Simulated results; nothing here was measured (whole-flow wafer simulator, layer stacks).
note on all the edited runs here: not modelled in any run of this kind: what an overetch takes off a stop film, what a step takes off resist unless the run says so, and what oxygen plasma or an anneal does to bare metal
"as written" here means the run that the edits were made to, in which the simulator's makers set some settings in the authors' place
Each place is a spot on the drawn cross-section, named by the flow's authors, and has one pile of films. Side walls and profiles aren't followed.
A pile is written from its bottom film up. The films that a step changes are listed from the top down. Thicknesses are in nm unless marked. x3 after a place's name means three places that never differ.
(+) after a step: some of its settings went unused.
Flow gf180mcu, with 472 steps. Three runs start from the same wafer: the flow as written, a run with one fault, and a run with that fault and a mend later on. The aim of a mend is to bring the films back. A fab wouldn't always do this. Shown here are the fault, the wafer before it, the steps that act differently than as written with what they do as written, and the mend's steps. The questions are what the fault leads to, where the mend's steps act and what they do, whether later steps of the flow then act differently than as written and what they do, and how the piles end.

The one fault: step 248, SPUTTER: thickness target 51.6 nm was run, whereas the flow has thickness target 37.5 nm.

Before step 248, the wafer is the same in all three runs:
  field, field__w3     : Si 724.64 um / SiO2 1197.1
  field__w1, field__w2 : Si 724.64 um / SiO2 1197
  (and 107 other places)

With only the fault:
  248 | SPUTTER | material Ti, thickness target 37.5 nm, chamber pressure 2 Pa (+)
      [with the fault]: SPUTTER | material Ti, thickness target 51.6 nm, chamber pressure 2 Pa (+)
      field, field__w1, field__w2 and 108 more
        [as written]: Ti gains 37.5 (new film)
        [with the fault]: Ti gains 51.6 (new film)
  Steps later in the flow that act otherwise than as written:
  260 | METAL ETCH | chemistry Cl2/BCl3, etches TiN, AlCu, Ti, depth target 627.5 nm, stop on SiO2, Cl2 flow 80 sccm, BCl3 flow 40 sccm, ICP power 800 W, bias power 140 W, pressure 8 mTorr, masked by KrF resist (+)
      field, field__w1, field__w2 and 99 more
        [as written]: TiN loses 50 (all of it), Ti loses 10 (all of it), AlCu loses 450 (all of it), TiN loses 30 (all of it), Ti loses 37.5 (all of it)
        [with the fault]: TiN loses 50 (all of it), Ti loses 10 (all of it), AlCu loses 450 (all of it), TiN loses 30 (all of it), Ti loses 51.6 (all of it)
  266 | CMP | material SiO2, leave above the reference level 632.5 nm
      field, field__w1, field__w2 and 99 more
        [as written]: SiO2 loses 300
        [with the fault]: SiO2 loses 285.9
  At field__w8, contact, m1 and 6 more, the piles at the end differ from the flow's by more than 2% or 0.5 nm, whichever is larger.
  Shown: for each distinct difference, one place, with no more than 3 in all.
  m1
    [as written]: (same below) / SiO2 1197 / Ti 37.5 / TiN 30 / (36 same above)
    [with the fault]: (same below) / SiO2 1197 / Ti 51.6 / TiN 30 / (36 same above)
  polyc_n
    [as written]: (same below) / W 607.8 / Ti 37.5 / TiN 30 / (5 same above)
    [with the fault]: (same below) / W 607.8 / Ti 51.6 / TiN 30 / (5 same above)
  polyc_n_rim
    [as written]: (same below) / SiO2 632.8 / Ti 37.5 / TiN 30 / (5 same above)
    [with the fault]: (same below) / SiO2 632.8 / Ti 51.6 / TiN 30 / (5 same above)

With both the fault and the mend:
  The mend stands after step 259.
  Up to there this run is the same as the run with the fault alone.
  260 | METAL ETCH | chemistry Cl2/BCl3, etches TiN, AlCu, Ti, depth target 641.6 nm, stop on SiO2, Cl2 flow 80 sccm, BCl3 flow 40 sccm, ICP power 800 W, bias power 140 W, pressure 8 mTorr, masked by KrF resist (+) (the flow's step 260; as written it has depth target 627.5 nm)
      field, field__w1, field__w2 and 99 more
        TiN loses 50 (all of it), Ti loses 10 (all of it), AlCu loses 450 (all of it), TiN loses 30 (all of it), Ti loses 51.6 (all of it)
      field__w8, contact, m1 and 6 more
        KrF resist loses 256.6
  Steps later in the flow that act otherwise than as written (1 other step is not shown; it differs only slightly, by no more than 2% or 0.5 nm, whichever is larger):
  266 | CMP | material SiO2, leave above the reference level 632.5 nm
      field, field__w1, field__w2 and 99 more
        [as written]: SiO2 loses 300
        [with the mend]: SiO2 loses 285.9
  At field__w8, contact, m1 and 6 more, the piles at the end differ from the flow's by more than 2% or 0.5 nm, whichever is larger.
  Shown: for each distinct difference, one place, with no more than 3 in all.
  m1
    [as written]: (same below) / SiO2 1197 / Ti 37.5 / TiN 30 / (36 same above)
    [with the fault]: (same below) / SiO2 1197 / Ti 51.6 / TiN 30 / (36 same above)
    [with the mend]: (same below) / SiO2 1197 / Ti 51.6 / TiN 30 / (36 same above)
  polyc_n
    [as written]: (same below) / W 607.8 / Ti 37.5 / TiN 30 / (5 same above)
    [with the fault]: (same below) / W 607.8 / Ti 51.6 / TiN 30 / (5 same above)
    [with the mend]: (same below) / W 607.8 / Ti 51.6 / TiN 30 / (5 same above)
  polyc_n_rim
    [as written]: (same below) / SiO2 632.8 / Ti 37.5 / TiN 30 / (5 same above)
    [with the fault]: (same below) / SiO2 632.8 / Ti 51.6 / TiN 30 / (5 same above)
    [with the mend]: (same below) / SiO2 632.8 / Ti 51.6 / TiN 30 / (5 same above)
